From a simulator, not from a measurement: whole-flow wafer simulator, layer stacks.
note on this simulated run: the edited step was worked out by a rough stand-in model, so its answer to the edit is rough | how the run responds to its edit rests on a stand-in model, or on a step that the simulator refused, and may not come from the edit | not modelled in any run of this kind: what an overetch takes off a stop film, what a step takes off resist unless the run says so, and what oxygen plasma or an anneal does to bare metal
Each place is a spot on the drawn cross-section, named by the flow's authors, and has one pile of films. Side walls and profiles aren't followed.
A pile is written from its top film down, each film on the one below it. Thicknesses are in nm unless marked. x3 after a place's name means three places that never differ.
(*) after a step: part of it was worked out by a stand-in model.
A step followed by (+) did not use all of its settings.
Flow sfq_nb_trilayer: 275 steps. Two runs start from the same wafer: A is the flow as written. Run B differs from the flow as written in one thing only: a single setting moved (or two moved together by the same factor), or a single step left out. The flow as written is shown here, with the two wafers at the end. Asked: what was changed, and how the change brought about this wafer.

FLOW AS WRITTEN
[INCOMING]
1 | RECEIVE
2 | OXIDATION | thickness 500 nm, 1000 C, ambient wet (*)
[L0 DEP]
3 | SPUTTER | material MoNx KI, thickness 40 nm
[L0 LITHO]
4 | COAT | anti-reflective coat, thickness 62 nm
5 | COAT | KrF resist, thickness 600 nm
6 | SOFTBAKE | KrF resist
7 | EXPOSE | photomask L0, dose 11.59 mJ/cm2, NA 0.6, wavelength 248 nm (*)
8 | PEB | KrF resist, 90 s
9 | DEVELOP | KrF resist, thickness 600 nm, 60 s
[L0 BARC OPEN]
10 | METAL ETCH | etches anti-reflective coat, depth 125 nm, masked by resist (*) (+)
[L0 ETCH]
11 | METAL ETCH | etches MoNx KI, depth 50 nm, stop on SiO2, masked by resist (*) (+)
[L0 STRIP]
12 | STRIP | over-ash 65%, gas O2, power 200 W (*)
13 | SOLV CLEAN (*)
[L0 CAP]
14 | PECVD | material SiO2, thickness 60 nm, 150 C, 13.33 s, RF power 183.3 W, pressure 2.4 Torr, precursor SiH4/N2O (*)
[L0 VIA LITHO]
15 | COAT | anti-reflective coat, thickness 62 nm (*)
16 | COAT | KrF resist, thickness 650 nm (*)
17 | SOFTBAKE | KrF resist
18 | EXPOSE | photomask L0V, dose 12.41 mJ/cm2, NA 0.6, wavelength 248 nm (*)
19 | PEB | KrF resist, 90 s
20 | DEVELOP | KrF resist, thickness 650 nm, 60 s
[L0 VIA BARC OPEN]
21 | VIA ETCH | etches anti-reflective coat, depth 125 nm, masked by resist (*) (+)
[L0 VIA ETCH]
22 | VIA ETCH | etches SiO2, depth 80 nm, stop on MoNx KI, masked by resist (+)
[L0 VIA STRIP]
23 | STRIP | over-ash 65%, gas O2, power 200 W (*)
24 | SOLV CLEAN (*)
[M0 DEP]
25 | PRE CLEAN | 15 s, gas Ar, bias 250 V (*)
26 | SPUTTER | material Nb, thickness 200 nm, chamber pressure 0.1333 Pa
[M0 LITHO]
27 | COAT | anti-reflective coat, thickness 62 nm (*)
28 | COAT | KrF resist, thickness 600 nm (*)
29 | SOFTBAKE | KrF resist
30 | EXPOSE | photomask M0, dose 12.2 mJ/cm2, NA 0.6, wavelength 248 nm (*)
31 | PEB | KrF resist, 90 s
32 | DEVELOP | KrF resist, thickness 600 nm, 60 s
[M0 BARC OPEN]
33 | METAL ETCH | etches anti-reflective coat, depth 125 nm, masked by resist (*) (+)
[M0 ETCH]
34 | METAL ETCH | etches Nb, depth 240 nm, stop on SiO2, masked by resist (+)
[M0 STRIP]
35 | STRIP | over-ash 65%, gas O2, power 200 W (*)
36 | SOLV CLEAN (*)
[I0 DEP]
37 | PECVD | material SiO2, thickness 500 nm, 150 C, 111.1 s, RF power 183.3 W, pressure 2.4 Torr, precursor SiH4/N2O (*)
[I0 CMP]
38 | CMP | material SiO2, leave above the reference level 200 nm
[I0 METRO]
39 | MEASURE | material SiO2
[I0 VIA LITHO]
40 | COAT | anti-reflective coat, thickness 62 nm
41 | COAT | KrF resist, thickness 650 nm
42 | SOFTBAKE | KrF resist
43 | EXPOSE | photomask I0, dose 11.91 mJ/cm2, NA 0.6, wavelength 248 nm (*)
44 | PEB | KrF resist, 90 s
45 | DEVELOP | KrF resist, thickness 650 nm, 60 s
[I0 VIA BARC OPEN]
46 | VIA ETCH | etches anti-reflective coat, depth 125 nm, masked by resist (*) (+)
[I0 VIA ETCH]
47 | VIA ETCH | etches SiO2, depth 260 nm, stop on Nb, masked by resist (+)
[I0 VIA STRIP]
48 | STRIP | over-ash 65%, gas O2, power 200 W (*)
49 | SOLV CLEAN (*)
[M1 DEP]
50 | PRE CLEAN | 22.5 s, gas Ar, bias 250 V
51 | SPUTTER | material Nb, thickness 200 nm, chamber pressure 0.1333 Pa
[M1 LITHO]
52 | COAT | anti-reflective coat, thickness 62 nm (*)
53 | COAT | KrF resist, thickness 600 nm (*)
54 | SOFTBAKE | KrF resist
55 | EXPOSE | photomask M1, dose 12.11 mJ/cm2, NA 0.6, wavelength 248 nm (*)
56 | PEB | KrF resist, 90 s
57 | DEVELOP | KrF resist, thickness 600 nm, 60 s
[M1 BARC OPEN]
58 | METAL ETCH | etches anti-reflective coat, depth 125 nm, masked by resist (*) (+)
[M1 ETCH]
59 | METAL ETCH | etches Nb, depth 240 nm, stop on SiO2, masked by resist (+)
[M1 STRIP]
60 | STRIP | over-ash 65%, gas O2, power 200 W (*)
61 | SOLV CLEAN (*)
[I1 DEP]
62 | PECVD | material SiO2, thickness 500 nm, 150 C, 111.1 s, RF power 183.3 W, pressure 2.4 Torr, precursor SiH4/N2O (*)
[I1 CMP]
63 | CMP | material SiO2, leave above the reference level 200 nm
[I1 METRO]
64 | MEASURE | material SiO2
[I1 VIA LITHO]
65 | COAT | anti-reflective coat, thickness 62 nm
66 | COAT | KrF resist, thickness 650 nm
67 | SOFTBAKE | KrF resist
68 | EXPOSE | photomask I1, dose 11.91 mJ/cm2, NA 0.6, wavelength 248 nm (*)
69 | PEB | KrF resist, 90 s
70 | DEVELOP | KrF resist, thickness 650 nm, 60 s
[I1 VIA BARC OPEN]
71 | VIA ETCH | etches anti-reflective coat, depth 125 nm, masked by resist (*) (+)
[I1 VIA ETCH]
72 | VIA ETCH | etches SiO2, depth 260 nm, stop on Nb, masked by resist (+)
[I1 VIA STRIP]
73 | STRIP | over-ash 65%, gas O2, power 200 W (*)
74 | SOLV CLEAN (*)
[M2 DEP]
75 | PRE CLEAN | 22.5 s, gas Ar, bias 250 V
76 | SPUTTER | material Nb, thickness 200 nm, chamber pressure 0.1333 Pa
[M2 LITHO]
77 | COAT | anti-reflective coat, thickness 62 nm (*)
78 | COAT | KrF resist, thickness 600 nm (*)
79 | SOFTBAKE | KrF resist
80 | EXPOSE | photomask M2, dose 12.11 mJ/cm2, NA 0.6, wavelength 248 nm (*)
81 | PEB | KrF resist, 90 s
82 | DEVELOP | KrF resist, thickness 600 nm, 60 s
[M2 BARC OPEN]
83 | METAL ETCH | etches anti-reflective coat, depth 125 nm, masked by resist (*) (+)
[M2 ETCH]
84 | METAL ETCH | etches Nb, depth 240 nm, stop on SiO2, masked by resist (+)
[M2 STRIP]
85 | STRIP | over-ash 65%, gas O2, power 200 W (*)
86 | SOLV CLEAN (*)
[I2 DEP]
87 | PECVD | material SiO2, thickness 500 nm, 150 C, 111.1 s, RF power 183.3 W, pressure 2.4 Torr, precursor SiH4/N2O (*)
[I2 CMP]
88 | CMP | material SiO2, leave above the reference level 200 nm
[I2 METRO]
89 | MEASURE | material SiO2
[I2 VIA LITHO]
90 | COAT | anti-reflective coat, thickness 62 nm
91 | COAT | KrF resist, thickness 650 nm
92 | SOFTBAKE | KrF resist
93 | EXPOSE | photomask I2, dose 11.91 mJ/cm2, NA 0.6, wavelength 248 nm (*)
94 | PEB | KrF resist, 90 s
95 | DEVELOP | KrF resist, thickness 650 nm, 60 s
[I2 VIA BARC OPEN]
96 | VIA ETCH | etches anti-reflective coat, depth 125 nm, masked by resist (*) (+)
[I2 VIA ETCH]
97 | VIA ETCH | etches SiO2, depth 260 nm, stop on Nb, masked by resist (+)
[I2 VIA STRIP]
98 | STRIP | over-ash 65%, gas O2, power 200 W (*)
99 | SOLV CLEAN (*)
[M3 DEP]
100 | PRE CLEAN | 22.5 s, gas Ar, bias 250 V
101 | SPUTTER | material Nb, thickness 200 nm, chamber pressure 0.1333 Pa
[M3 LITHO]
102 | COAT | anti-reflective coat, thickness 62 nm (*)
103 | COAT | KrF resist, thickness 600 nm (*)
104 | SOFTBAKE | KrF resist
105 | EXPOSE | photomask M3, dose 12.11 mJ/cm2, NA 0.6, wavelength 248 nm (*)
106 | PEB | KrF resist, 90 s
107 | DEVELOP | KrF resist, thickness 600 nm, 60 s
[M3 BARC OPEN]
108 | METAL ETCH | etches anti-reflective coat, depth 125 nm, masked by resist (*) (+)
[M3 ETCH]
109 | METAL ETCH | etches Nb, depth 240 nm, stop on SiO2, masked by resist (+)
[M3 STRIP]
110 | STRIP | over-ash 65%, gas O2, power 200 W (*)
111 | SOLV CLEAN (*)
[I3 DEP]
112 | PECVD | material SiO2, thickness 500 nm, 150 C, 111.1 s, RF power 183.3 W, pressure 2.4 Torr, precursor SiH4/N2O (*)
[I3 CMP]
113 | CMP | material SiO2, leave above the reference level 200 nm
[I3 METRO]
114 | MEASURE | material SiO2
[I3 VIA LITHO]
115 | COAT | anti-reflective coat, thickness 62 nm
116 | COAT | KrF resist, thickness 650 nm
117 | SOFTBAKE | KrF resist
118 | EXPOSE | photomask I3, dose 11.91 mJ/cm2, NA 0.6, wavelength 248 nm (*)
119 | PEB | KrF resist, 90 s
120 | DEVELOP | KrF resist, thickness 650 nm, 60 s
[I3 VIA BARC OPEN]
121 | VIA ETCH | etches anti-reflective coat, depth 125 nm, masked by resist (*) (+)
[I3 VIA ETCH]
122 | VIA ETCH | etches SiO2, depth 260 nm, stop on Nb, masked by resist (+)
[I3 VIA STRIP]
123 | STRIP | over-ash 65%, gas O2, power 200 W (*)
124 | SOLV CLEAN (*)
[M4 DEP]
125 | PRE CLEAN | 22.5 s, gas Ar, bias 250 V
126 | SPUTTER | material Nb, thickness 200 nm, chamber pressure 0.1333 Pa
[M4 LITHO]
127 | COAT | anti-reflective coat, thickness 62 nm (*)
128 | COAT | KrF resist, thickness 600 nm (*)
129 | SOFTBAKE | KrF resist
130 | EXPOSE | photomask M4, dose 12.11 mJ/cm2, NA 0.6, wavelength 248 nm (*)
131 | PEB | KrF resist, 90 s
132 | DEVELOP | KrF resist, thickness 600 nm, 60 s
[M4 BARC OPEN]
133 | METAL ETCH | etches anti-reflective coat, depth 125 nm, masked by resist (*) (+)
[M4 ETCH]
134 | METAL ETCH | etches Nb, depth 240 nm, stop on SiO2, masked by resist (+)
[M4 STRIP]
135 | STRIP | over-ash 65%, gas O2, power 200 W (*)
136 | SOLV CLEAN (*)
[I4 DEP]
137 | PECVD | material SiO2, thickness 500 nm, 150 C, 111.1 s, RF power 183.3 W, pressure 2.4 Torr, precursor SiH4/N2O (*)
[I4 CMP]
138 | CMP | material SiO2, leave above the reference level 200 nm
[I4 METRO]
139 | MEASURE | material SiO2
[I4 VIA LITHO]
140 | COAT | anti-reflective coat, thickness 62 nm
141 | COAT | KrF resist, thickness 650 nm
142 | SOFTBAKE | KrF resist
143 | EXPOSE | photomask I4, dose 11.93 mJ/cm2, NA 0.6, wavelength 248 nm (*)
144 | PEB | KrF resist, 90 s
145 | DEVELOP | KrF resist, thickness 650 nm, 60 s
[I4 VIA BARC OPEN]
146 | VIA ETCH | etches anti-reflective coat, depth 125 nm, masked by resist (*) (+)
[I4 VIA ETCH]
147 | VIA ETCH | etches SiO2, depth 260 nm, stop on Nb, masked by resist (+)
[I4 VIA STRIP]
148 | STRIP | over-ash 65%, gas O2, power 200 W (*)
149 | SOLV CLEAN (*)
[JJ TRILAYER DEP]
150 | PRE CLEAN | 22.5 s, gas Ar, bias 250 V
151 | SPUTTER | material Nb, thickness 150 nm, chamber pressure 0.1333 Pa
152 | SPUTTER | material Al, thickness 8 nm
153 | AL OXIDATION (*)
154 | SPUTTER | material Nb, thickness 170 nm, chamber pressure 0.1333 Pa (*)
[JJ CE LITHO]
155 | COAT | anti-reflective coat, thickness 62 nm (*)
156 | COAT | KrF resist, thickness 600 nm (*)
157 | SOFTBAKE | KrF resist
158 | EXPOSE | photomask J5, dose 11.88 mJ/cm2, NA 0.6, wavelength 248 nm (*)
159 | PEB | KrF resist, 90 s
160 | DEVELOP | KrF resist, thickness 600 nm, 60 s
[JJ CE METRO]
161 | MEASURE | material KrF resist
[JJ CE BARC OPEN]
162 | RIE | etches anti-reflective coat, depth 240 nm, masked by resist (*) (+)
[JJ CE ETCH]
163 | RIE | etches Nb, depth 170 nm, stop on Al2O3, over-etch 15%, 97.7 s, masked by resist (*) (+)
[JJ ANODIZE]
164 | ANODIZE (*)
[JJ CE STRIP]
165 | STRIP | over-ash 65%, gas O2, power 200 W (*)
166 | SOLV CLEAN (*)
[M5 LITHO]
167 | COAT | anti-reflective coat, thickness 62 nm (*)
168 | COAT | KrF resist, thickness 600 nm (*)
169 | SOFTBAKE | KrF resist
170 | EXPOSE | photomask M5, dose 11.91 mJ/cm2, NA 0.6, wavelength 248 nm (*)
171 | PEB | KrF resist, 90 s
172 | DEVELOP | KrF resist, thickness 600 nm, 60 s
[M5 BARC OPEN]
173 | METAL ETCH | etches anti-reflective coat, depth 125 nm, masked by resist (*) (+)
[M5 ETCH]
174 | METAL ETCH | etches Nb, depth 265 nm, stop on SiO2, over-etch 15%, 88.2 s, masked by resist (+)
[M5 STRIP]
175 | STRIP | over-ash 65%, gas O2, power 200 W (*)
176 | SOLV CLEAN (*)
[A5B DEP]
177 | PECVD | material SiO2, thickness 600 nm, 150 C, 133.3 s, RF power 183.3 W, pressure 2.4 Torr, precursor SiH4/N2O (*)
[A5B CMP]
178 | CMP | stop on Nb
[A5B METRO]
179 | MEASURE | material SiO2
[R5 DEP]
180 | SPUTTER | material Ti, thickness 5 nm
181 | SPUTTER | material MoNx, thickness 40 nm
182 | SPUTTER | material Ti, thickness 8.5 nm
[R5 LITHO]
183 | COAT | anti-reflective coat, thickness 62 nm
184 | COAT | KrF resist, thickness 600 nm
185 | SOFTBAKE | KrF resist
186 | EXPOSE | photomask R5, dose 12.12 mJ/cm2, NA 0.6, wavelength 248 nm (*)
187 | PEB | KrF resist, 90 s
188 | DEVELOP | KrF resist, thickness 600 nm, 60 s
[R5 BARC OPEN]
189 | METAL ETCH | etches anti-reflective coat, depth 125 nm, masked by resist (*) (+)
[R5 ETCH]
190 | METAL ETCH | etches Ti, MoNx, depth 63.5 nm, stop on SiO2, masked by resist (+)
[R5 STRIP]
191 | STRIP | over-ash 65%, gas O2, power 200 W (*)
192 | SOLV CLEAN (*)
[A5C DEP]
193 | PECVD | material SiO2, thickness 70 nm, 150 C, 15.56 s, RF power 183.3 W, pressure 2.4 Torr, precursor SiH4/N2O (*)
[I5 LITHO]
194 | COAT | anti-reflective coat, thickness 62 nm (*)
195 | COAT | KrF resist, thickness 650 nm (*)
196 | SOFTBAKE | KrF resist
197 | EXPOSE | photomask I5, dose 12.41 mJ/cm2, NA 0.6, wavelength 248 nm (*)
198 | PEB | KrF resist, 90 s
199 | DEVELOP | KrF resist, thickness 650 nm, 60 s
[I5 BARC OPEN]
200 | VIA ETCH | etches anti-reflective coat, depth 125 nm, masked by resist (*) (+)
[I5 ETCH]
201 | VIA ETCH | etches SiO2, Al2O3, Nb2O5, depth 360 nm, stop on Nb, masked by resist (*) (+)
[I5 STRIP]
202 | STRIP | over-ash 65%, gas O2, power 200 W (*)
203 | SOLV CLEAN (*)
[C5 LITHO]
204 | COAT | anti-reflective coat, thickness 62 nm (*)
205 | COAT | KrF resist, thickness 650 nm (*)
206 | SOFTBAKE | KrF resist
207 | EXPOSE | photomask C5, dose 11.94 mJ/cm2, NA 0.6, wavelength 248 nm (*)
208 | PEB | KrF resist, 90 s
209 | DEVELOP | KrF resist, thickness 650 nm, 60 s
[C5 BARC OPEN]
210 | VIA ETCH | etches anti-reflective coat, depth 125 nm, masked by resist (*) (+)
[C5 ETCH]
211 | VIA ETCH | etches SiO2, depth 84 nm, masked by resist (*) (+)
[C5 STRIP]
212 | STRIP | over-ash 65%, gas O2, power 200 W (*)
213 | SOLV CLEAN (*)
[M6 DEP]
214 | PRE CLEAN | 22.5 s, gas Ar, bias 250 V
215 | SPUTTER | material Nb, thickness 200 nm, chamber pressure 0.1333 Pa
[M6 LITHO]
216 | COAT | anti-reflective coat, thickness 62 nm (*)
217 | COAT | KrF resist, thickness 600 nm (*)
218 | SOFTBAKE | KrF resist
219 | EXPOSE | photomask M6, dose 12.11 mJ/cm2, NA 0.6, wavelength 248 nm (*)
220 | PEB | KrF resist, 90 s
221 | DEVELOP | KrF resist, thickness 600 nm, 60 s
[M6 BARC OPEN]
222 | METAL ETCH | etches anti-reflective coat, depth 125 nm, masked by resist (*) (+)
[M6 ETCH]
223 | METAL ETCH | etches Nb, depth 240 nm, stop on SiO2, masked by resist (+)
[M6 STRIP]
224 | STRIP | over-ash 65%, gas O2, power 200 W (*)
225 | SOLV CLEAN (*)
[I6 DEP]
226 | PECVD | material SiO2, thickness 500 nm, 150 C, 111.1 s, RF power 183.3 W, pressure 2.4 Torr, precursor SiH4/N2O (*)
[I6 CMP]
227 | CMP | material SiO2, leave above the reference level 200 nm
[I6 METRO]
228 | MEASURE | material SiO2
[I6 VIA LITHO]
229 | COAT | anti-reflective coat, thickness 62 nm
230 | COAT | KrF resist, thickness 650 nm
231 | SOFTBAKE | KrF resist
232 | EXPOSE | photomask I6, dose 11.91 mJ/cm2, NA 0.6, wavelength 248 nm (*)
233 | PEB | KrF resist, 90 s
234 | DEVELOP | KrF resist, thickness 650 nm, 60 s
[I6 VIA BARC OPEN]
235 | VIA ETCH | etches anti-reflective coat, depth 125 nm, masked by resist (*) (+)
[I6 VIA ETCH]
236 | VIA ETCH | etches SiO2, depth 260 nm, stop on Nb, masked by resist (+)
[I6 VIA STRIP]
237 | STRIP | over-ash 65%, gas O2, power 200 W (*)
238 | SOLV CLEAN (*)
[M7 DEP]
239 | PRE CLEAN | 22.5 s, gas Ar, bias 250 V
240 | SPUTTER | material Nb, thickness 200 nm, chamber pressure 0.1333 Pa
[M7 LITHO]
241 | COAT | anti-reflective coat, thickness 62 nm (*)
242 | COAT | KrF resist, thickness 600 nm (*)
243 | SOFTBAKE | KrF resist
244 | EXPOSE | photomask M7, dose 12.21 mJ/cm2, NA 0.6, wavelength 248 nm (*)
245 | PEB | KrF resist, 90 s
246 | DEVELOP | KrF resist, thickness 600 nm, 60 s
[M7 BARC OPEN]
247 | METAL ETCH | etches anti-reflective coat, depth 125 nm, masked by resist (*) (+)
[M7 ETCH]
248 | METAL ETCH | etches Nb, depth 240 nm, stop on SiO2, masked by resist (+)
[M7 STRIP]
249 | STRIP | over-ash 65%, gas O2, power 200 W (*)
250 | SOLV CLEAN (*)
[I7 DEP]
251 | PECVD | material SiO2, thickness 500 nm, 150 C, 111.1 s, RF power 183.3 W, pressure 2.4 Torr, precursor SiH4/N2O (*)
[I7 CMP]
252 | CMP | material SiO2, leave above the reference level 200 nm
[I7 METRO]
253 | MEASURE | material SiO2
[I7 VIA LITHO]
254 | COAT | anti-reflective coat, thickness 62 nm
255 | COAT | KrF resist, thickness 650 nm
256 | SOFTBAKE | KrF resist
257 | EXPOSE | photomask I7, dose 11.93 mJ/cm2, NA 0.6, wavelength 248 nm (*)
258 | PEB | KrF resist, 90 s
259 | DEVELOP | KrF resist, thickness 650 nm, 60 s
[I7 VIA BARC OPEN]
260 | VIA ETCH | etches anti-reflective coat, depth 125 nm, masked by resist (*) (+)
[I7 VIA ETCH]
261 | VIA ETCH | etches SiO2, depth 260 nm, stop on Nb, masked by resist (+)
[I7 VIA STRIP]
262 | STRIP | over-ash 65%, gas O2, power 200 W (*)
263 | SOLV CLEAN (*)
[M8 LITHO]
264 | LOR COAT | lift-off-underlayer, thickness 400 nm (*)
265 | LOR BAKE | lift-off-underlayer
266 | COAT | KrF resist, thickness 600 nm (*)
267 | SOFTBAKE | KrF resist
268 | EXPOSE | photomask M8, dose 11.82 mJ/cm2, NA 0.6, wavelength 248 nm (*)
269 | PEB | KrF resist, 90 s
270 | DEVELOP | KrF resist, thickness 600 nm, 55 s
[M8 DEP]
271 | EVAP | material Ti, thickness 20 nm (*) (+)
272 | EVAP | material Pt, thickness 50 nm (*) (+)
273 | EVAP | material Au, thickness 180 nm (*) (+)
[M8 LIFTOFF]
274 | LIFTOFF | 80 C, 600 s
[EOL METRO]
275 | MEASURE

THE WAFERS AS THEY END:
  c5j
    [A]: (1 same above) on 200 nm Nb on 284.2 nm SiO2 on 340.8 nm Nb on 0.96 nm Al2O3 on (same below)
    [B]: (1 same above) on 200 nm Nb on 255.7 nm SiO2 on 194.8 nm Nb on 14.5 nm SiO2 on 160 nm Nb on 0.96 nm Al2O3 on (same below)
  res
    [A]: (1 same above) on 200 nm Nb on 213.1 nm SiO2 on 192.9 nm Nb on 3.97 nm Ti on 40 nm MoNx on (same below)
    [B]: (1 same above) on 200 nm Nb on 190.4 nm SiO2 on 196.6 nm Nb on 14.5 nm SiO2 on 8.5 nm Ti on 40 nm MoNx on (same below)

What caused this: step 211, VIA ETCH: depth 47.9 nm was run, though the flow has depth 84 nm.

Step by step, how the change led to this:
  211 | VIA ETCH | etches SiO2, depth 84 nm, masked by resist (*) (+)
      c5j: A SiO2 loses 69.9 (all of it), Nb loses 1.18 | B SiO2 loses 47.9
      res: A SiO2 loses 69.9 (all of it) | B SiO2 loses 47.9
      (and at 104 other places as well)
  214 | PRE CLEAN | 22.5 s, gas Ar, bias 250 V
      c5j: A Nb loses 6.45 | B SiO2 loses 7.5
      res: A Ti loses 4.53 | B SiO2 loses 7.5
  215 | SPUTTER | material Nb, thickness 200 nm, chamber pressure 0.1333 Pa
      c5j: A Nb gains 188.4 | B Nb gains 194.8 (new film)
  216 | COAT | anti-reflective coat, thickness 62 nm (*)
      ce_l: A anti-reflective coat gains 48 (new film) | B anti-reflective coat gains 53.7 (new film)
      c5j: A anti-reflective coat gains 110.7 (new film) | B anti-reflective coat gains 94.7 (new film)
      (and at 4 other places as well)
  224 | STRIP | over-ash 65%, gas O2, power 200 W (*)
      ce_l: A KrF resist loses 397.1 (all of it), anti-reflective coat loses 48 (all of it) | B KrF resist loses 393.7 (all of it), anti-reflective coat loses 53.7 (all of it)
      c5j: A KrF resist loses 418.3 (all of it), anti-reflective coat loses 110.7 (all of it) | B KrF resist loses 408.4 (all of it), anti-reflective coat loses 94.7 (all of it)
      (and at 4 other places as well)
  226 | PECVD | material SiO2, thickness 500 nm, 150 C, 111.1 s, RF power 183.3 W, pressure 2.4 Torr, precursor SiH4/N2O (*)
      c5j: A SiO2 gains 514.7 (new film) | B SiO2 gains 500 (new film)
  227 | CMP | material SiO2, leave above the reference level 200 nm
      c5j: A SiO2 loses 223 | B SiO2 loses 236.8
      res: A SiO2 loses 279.4 | B SiO2 loses 302.1
With metal films that touch counted as one body, c5j has 5 bodies (between them, from the top down: SiO2 255.7; SiO2 14.5; Al2O3 0.96; SiO2 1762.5); the flow as written gives 4 bodies (between them, from the top down: SiO2 284.2; Al2O3 0.96; SiO2 1762.5).
With metal films that touch counted as one body, res has 4 bodies (between them, from the top down: SiO2 190.4; SiO2 14.5; SiO2 2090.9); the flow as written gives 3 bodies (between them, from the top down: SiO2 213.1; SiO2 2090.9).
